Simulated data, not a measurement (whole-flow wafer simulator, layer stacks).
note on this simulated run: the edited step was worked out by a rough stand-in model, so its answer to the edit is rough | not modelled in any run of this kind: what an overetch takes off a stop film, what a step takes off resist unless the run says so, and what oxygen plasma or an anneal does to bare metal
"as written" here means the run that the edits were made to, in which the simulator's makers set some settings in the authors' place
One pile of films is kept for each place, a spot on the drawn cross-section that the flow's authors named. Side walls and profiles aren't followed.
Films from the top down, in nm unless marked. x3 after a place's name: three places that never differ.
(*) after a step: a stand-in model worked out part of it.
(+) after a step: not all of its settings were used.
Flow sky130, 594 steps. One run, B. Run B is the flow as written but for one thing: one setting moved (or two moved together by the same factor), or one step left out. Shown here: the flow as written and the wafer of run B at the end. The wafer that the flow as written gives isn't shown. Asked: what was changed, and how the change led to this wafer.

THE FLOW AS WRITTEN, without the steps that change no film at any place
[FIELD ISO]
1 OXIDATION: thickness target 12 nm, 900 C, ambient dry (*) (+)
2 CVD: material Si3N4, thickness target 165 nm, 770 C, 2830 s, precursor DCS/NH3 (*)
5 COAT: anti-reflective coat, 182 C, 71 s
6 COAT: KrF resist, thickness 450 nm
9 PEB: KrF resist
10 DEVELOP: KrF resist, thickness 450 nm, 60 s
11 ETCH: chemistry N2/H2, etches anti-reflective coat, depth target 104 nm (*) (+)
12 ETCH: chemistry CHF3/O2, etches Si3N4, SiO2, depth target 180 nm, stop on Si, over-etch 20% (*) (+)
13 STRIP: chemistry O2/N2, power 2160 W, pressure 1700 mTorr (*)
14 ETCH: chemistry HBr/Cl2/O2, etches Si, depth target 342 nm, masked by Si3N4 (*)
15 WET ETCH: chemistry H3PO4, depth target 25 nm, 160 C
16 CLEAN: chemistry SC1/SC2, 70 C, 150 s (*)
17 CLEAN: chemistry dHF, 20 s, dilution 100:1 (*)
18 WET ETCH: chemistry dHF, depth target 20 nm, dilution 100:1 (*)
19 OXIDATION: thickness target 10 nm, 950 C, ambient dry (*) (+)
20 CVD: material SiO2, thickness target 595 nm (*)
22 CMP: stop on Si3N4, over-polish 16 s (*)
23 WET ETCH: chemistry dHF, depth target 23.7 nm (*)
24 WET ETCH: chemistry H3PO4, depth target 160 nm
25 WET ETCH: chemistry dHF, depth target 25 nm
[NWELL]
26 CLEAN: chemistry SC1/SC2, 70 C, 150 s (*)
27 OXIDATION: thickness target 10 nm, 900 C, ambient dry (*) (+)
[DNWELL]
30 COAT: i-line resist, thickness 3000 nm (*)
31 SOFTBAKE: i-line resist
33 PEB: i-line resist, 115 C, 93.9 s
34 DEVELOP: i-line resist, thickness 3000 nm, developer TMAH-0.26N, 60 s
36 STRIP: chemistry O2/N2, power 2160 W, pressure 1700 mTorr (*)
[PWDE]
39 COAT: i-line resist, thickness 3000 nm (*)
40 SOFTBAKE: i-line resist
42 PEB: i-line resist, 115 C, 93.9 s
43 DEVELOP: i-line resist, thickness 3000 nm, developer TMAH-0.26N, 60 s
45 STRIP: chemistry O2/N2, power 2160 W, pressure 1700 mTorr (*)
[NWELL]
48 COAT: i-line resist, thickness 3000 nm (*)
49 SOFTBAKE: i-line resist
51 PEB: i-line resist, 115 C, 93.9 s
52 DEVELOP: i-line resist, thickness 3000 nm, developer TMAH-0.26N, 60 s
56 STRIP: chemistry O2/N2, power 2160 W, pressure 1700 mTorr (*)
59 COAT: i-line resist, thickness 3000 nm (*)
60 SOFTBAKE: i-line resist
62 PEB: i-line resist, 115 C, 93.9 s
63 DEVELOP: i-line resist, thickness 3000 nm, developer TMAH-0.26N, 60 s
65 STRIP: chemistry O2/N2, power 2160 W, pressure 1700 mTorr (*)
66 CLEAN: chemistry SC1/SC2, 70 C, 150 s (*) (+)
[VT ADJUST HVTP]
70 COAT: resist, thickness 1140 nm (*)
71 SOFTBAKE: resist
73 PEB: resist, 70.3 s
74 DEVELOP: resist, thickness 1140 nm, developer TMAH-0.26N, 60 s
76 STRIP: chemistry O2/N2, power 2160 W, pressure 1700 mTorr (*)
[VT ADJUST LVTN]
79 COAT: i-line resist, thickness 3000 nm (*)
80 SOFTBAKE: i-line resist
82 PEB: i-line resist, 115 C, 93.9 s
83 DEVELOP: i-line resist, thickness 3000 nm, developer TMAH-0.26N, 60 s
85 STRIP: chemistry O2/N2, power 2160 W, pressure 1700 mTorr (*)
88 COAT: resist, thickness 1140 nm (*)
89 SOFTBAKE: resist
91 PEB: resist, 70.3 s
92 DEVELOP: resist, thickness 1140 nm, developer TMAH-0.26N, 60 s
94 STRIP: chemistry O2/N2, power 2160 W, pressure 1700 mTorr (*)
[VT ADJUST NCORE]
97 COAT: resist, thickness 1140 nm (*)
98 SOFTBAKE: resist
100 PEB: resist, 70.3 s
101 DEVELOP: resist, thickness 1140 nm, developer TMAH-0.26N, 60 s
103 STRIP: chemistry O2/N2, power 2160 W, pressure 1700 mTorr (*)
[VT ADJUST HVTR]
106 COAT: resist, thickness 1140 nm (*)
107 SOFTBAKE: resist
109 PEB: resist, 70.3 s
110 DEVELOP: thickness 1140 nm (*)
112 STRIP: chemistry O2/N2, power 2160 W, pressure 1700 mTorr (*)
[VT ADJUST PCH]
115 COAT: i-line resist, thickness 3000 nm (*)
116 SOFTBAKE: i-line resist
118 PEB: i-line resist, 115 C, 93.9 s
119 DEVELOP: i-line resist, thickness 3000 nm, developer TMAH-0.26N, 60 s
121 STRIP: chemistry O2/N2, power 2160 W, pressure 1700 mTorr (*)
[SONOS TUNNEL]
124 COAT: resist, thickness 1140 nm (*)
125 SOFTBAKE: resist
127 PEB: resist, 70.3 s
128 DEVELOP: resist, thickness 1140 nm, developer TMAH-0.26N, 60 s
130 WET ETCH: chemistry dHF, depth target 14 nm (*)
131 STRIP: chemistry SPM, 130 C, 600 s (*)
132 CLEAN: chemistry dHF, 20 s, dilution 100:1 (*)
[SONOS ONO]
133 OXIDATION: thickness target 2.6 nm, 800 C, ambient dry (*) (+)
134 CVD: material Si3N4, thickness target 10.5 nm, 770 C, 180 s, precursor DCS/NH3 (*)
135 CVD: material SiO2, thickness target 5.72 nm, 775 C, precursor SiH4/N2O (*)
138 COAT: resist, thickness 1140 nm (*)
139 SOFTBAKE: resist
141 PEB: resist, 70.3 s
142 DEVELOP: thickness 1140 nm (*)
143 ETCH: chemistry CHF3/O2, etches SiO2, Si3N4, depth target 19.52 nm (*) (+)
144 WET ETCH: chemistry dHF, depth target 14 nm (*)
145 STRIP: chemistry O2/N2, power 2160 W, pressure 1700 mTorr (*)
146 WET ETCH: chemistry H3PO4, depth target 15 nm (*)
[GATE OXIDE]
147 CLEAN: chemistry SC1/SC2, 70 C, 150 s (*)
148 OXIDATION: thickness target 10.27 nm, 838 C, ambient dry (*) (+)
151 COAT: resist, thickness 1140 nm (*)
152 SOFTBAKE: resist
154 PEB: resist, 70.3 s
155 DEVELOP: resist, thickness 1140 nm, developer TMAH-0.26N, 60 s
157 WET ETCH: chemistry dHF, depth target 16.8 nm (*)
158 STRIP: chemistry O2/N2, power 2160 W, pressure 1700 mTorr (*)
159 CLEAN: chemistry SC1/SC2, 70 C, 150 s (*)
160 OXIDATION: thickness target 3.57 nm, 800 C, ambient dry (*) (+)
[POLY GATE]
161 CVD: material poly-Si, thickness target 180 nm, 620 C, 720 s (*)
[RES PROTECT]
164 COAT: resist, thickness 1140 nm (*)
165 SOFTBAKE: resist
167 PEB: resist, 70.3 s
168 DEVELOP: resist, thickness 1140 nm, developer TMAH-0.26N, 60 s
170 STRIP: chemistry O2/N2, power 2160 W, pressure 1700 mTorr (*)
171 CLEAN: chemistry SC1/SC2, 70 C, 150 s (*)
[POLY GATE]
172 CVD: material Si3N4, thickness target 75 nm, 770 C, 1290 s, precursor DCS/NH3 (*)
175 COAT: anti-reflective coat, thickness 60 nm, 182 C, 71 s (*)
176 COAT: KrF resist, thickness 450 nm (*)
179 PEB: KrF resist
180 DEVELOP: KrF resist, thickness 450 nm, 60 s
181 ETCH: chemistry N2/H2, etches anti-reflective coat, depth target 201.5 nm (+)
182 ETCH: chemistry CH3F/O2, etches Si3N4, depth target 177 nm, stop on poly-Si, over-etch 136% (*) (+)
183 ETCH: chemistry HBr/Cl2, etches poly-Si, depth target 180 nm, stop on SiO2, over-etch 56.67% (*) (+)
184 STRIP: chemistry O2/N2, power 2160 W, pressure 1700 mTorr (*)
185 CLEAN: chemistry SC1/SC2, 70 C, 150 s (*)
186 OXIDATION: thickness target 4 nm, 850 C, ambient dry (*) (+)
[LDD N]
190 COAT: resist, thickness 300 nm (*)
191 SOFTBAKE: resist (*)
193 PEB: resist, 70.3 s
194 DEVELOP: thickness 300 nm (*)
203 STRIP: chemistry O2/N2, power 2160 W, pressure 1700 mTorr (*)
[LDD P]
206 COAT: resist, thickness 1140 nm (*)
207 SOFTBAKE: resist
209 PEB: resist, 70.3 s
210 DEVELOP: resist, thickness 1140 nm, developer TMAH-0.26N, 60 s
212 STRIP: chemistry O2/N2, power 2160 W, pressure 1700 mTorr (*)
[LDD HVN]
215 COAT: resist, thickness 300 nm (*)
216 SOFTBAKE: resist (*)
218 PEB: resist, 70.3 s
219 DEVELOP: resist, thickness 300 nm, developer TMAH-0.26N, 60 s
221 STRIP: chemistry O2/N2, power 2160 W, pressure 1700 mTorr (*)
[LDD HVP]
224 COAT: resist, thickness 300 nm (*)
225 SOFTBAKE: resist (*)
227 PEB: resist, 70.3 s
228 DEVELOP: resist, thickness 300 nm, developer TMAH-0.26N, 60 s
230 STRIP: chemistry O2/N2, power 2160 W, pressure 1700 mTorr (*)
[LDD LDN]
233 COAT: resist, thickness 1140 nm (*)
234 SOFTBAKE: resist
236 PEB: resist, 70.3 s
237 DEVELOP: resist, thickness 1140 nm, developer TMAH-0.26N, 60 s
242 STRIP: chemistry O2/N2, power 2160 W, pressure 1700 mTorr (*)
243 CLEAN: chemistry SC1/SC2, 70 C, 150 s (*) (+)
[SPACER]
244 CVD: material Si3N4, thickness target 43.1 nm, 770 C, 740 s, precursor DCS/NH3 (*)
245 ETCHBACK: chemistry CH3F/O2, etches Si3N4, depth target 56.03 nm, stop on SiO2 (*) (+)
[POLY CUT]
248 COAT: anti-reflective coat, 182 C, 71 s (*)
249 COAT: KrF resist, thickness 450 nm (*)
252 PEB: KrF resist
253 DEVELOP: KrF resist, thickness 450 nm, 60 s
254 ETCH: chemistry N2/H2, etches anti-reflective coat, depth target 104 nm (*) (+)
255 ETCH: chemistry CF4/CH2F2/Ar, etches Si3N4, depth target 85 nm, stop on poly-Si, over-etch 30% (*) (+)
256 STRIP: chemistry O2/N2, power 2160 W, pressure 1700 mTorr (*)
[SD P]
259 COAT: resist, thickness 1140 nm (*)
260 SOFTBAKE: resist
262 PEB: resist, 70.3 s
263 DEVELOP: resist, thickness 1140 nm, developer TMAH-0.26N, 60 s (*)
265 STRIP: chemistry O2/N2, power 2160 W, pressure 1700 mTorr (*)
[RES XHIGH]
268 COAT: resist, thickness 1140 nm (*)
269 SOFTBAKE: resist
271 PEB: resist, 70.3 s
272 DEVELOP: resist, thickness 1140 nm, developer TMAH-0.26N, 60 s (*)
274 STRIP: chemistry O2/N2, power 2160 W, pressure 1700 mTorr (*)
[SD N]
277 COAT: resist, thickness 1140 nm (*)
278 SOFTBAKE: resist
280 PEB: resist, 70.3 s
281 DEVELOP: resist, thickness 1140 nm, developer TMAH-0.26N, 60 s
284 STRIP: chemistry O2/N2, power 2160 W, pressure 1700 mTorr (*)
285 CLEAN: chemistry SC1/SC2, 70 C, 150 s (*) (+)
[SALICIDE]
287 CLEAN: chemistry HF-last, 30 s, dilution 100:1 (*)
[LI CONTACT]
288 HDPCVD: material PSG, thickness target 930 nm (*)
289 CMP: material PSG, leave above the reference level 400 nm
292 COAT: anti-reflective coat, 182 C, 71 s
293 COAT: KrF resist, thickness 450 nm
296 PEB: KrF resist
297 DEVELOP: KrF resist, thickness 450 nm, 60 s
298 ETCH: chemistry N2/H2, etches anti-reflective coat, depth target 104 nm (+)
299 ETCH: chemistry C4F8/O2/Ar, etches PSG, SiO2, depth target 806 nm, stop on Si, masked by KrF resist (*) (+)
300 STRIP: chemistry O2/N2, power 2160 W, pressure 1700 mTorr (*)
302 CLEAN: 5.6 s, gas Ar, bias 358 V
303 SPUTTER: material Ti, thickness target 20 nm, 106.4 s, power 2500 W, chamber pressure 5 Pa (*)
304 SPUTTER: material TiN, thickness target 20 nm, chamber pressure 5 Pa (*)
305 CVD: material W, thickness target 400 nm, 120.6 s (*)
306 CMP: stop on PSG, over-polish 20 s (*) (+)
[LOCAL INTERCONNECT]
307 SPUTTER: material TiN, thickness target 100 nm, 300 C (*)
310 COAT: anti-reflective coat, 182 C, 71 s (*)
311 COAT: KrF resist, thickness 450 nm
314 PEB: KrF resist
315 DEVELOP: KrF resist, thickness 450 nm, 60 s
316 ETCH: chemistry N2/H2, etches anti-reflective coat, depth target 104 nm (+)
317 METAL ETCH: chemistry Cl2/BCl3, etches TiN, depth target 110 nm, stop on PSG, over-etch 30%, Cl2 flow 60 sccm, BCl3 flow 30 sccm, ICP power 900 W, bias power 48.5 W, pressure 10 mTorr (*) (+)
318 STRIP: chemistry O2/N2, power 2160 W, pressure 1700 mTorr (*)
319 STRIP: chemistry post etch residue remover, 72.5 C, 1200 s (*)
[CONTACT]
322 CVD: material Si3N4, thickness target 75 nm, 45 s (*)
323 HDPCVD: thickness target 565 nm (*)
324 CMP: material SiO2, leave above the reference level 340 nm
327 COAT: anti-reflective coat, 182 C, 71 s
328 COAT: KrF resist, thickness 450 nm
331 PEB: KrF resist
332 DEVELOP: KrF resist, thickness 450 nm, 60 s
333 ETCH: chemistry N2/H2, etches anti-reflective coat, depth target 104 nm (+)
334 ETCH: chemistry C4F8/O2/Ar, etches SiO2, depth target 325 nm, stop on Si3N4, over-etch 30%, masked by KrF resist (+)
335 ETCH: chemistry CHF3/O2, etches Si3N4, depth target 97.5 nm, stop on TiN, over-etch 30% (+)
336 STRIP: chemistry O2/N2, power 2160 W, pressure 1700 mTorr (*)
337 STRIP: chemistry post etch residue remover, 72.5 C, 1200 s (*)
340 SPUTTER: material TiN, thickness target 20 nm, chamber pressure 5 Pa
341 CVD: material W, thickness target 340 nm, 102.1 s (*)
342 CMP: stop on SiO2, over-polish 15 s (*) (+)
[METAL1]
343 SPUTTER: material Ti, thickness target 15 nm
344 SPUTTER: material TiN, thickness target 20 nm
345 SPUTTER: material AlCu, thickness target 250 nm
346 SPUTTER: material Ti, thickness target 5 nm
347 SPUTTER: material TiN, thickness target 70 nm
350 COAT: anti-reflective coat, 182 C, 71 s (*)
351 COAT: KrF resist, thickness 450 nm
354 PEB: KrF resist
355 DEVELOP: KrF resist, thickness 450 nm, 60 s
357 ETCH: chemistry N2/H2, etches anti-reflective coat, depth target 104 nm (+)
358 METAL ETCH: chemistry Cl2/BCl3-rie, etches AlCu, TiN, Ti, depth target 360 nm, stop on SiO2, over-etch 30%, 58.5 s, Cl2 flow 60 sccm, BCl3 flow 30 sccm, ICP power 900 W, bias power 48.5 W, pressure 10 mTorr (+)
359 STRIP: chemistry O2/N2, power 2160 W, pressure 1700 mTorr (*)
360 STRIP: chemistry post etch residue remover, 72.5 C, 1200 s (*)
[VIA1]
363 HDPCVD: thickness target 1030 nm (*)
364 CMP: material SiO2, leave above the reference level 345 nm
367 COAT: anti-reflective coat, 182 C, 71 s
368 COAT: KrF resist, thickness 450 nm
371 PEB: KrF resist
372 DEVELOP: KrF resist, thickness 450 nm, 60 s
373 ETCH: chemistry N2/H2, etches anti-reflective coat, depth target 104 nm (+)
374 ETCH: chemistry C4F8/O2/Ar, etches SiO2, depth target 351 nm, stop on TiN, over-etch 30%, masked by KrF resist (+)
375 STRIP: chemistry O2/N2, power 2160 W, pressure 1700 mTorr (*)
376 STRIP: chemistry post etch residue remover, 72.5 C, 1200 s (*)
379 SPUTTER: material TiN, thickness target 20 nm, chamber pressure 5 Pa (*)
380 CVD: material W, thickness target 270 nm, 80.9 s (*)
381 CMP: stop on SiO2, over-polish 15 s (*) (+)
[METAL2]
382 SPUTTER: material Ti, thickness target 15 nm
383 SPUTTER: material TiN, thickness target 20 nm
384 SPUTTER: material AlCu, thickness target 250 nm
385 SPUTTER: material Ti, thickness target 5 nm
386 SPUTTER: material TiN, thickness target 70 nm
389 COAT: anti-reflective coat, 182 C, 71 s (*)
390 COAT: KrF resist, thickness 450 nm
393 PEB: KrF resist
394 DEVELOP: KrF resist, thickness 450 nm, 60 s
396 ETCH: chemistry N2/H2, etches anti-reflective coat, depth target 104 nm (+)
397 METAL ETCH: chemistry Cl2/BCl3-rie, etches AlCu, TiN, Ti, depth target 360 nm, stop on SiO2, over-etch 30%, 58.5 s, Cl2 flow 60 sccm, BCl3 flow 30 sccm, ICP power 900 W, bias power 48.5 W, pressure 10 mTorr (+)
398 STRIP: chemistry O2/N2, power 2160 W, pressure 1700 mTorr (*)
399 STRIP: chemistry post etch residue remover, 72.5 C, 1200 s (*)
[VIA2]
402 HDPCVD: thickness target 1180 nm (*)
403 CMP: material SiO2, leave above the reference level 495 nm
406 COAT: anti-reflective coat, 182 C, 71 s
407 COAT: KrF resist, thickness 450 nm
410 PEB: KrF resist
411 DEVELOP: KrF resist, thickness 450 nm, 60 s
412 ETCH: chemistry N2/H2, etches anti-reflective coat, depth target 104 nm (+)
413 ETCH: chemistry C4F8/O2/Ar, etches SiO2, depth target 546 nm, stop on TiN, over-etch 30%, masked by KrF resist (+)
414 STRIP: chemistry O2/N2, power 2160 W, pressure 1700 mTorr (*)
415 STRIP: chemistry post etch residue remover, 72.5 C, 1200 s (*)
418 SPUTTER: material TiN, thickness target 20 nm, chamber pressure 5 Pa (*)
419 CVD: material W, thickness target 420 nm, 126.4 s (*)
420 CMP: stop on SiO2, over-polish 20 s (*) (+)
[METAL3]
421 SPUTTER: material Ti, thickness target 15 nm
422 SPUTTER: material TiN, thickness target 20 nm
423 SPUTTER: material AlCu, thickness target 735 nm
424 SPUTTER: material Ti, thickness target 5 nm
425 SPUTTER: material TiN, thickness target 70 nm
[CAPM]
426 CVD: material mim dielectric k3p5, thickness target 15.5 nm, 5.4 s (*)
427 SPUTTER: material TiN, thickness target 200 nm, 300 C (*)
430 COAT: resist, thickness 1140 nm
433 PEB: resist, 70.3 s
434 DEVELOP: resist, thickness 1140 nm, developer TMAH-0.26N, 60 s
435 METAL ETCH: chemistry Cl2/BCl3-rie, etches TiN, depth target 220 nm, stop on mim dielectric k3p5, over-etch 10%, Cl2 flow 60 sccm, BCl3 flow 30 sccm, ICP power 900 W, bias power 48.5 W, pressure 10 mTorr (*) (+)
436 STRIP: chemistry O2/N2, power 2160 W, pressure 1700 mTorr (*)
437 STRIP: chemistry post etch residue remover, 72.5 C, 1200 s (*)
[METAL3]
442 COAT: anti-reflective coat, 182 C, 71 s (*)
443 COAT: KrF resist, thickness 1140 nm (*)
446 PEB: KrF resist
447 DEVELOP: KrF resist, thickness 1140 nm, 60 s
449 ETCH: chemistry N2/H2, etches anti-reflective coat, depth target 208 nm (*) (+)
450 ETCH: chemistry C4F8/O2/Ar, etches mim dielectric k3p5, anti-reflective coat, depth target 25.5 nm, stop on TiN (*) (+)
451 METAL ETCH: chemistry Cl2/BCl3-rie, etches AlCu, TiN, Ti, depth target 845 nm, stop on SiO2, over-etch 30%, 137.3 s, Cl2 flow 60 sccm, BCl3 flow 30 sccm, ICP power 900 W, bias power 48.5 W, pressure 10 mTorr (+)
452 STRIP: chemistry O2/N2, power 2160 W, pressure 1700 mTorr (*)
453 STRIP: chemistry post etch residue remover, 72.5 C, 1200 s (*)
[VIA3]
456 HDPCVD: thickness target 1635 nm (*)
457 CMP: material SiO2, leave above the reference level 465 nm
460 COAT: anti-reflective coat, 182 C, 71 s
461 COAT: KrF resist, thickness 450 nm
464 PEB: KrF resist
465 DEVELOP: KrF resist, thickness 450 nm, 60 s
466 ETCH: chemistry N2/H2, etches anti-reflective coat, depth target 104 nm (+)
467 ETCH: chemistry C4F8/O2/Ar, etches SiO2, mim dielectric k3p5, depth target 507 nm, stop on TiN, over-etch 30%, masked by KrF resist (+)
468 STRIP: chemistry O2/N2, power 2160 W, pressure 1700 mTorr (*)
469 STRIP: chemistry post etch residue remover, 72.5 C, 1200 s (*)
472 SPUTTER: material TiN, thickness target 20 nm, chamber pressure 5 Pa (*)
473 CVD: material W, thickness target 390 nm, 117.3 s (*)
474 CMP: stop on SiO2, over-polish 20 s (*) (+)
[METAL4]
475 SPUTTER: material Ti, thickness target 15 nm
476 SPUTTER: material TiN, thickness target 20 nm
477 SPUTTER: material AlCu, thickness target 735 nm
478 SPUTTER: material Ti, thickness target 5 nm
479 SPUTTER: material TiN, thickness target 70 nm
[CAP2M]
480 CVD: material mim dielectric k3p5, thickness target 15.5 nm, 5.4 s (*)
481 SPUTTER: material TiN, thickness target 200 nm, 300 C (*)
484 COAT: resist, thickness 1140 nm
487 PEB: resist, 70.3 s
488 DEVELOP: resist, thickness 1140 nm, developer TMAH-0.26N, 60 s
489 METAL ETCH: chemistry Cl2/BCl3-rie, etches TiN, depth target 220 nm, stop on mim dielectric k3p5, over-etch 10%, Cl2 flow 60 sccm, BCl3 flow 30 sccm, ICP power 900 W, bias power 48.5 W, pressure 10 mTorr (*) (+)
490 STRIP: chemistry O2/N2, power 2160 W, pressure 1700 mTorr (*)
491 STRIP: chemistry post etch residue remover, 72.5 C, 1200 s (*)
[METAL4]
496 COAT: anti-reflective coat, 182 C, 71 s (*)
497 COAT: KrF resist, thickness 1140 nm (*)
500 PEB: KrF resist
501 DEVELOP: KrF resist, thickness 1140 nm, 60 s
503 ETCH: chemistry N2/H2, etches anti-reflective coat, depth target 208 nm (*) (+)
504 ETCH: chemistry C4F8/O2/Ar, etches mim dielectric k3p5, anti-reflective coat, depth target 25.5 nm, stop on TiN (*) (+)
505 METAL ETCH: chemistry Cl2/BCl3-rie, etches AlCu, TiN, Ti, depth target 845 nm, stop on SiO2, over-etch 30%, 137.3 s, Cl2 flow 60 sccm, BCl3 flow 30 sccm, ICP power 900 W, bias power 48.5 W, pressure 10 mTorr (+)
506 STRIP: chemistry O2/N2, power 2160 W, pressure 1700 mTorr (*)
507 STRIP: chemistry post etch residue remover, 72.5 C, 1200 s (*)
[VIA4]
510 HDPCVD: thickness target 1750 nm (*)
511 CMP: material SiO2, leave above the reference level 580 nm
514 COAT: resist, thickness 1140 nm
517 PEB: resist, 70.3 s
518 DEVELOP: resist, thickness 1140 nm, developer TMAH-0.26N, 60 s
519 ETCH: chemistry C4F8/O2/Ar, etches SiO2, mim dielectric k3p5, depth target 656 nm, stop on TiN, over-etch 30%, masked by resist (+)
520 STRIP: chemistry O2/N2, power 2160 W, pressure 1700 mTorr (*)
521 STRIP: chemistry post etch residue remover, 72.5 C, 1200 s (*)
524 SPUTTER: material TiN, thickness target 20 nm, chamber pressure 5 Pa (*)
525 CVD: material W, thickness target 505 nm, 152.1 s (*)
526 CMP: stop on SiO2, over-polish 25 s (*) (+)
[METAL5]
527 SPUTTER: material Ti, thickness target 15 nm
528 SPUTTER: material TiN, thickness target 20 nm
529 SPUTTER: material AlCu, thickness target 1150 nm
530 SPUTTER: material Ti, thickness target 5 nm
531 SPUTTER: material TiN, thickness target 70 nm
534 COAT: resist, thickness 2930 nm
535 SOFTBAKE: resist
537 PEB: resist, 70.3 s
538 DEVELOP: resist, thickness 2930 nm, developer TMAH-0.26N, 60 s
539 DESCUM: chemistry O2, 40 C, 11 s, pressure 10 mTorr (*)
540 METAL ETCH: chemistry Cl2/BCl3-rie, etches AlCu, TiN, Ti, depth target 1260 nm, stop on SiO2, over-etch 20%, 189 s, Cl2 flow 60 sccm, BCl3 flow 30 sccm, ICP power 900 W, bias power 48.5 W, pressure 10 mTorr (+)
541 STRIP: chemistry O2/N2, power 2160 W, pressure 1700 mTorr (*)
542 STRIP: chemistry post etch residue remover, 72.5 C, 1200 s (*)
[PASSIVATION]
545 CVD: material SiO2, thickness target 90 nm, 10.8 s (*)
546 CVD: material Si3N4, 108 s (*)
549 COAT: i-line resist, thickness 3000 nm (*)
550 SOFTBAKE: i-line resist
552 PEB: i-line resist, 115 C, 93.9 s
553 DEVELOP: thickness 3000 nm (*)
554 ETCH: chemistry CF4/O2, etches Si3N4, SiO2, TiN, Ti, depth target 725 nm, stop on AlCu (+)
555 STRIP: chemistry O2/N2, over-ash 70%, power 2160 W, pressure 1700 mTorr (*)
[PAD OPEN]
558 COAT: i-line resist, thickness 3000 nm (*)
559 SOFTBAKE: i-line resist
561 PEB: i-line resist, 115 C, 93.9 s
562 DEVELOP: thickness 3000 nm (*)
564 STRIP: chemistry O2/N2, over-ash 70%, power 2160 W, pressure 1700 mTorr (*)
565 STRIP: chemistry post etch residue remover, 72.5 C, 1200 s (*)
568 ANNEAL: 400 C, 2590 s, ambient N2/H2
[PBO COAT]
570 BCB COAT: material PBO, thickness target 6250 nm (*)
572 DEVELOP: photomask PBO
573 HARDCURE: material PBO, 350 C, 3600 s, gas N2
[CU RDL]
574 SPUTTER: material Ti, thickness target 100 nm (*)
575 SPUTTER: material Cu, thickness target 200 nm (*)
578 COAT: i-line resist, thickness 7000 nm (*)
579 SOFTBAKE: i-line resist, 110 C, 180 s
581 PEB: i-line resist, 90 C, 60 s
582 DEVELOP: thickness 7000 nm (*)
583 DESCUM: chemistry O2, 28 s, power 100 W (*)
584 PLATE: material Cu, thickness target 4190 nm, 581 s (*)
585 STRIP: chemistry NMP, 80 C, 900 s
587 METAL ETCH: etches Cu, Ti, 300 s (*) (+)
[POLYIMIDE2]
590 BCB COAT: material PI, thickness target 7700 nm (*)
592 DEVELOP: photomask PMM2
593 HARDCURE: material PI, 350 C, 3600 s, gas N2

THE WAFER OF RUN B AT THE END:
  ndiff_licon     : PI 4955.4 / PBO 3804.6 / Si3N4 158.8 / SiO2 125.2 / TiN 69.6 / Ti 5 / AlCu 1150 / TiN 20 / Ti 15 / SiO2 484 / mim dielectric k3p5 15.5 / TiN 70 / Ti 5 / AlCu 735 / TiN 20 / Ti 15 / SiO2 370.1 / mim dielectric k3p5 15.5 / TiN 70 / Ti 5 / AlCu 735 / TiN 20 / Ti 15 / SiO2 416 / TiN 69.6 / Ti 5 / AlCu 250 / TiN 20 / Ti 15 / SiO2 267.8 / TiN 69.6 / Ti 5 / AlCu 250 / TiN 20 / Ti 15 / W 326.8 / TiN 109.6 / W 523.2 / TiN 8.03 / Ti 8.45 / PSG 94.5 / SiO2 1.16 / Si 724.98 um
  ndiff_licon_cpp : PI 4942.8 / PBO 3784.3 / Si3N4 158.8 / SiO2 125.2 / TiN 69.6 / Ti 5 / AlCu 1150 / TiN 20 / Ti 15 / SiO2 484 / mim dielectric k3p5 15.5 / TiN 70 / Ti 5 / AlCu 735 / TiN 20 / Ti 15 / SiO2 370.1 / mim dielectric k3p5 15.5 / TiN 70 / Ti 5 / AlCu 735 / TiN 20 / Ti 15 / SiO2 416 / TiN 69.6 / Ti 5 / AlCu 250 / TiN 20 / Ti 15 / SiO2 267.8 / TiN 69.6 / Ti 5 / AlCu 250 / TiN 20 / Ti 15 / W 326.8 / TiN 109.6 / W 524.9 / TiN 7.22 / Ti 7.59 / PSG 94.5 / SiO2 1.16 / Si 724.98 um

The cause: step 299, ETCH: depth target 544 nm was run, where the flow has depth target 806 nm.

How the change led to this, step by step:
  299 ETCH: chemistry C4F8/O2/Ar, etches PSG, SiO2, depth target 806 nm, stop on Si, masked by KrF resist (*) (+)
      contact, ndiff_licon, ndiff_licon_cpp: PSG -544 (as written it would be: PSG -643.6 (all of it), SiO2 -1.16 (all of it))
      field, active, n_well and 184 more: KrF resist -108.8 (as written it would be: KrF resist -161.2)
  300 STRIP: chemistry O2/N2, power 2160 W, pressure 1700 mTorr (*)
      contact, ndiff_licon, ndiff_licon_cpp: nothing (as written it would be: chemical SiO2 +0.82 (new film), Si -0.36)
      field, active, n_well and 184 more: KrF resist -269 (all of it), anti-reflective coat -80 (all of it) (as written it would be: KrF resist -216.6 (all of it), anti-reflective coat -80 (all of it))
  302 CLEAN: 5.6 s, gas Ar, bias 358 V
      contact, ndiff_licon, ndiff_licon_cpp: PSG -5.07 (as written it would be: chemical SiO2 -0.82 (all of it))
  303 SPUTTER: material Ti, thickness target 20 nm, 106.4 s, power 2500 W, chamber pressure 5 Pa (*)
      ndiff_licon: Ti +8.45 (new film) (as written it would be: Ti +7.24 (new film))
      ndiff_licon_cpp: Ti +7.59 (new film) (as written it would be: Ti +6.53 (new film))
  304 SPUTTER: material TiN, thickness target 20 nm, chamber pressure 5 Pa (*)
      ndiff_licon: TiN +8.03 (new film) (as written it would be: TiN +6.83 (new film))
      ndiff_licon_cpp: TiN +7.22 (new film) (as written it would be: TiN +6.17 (new film))
  305 CVD: material W, thickness target 400 nm, 120.6 s (*)
      ndiff_licon: W +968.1 (new film) (as written it would be: W +1066.5 (new film))
      ndiff_licon_cpp: W +969.8 (new film) (as written it would be: W +1067.9 (new film))
  568 ANNEAL: 400 C, 2590 s, ambient N2/H2
      ndiff_licon, ndiff_licon_cpp: nothing (as written it would be: under 37 films: void +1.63 (new film), Ti -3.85, TiSi first +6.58 (new film), Si -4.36)
Counting metal films that touch as one body, ndiff_licon has 5 bodies (between them, from the top down: SiO2 484 / mim dielectric k3p5 15.5; SiO2 370.1 / mim dielectric k3p5 15.5; SiO2 416; SiO2 267.8); the flow as written gives 6 bodies (between them, from the top down: SiO2 484 / mim dielectric k3p5 15.5; SiO2 370.1 / mim dielectric k3p5 15.5; SiO2 416; SiO2 267.8; void 1.78).
Counting metal films that touch as one body, ndiff_licon_cpp has 5 bodies (between them, from the top down: SiO2 484 / mim dielectric k3p5 15.5; SiO2 370.1 / mim dielectric k3p5 15.5; SiO2 416; SiO2 267.8); the flow as written gives 6 bodies (between them, from the top down: SiO2 484 / mim dielectric k3p5 15.5; SiO2 370.1 / mim dielectric k3p5 15.5; SiO2 416; SiO2 267.8; void 1.78).
